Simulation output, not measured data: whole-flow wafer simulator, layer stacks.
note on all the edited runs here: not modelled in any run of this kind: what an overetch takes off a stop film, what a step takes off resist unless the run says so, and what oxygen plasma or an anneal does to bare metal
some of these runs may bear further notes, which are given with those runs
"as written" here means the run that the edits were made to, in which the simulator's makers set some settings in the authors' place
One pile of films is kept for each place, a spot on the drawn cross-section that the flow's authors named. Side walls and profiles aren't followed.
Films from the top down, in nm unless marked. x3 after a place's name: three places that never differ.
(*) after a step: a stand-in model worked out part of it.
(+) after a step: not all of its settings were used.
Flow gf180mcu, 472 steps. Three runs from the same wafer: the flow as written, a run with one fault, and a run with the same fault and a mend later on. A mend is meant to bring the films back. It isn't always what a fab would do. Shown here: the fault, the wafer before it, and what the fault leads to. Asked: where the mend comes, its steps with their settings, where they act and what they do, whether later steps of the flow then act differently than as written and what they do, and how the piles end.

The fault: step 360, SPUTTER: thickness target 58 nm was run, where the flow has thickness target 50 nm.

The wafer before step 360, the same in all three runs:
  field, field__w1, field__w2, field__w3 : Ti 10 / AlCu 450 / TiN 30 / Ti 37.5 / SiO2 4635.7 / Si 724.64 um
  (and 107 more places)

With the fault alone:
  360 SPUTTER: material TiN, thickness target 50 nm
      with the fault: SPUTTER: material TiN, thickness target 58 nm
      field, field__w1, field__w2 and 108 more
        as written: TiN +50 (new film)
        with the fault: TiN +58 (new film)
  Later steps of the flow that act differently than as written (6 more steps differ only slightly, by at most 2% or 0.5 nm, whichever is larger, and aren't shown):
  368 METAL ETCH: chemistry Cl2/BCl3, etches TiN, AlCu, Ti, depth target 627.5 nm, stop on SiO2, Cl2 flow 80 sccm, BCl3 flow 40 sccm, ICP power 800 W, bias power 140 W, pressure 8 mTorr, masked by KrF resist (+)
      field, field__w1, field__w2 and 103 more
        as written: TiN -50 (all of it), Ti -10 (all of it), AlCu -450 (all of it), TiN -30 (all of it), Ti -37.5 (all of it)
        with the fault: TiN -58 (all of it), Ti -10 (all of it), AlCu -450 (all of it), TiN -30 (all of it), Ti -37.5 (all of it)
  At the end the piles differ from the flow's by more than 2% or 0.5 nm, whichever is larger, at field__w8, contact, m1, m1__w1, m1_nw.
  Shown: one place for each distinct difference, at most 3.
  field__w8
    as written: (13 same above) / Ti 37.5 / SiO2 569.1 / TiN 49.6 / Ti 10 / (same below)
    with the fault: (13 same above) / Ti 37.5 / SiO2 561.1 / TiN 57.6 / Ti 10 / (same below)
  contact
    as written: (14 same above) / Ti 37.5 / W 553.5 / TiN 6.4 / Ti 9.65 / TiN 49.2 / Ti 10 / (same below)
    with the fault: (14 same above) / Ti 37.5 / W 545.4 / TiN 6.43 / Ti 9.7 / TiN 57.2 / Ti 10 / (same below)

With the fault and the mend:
  The mend comes after step 367.
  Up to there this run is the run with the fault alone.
  367a STRIP: chemistry O2/N2, power 2160 W, pressure 1700 mTorr (*)
      field__w8, contact, m1, m1__w1, m1_nw
        KrF resist -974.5 (all of it)
  367b METAL ETCH: chemistry Cl2/BCl3, etches TiN, AlCu, Ti, depth target 8 nm, Cl2 flow 80 sccm, BCl3 flow 40 sccm, ICP power 800 W, bias power 140 W, pressure 8 mTorr (the flow's step 260 once more, with other settings)
      field, field__w1, field__w2 and 108 more
        TiN -8
  367c HMDS: 120 C, 60 s (the flow's step 362 once more)
      changes no film at any place that is followed
  367d COAT: KrF resist, thickness 1000 nm (the flow's step 363 once more)
      field, field__w1, field__w2 and 108 more
        KrF resist +1000 (new film)
  367e SOFTBAKE: KrF resist (the flow's step 364 once more)
      changes no film at any place that is followed
  367f EXPOSE: photomask Metal4 (the flow's step 365 once more)
      changes no film at any place that is followed
  367g PEB: KrF resist, 135 C, 90 s (the flow's step 366 once more)
      field, field__w1, field__w2 and 108 more
        KrF resist -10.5
  367h DEVELOP: thickness 1000 nm, 60 s (the flow's step 367 once more)
      field, field__w1, field__w2 and 103 more
        KrF resist -989.5 (all of it)
      field__w8, contact, m1, m1__w1, m1_nw
        KrF resist -14.9
  No later step of the flow acts differently than as written at any place that is followed.
  At the end the piles are the same as the flow's at every place that both follow.
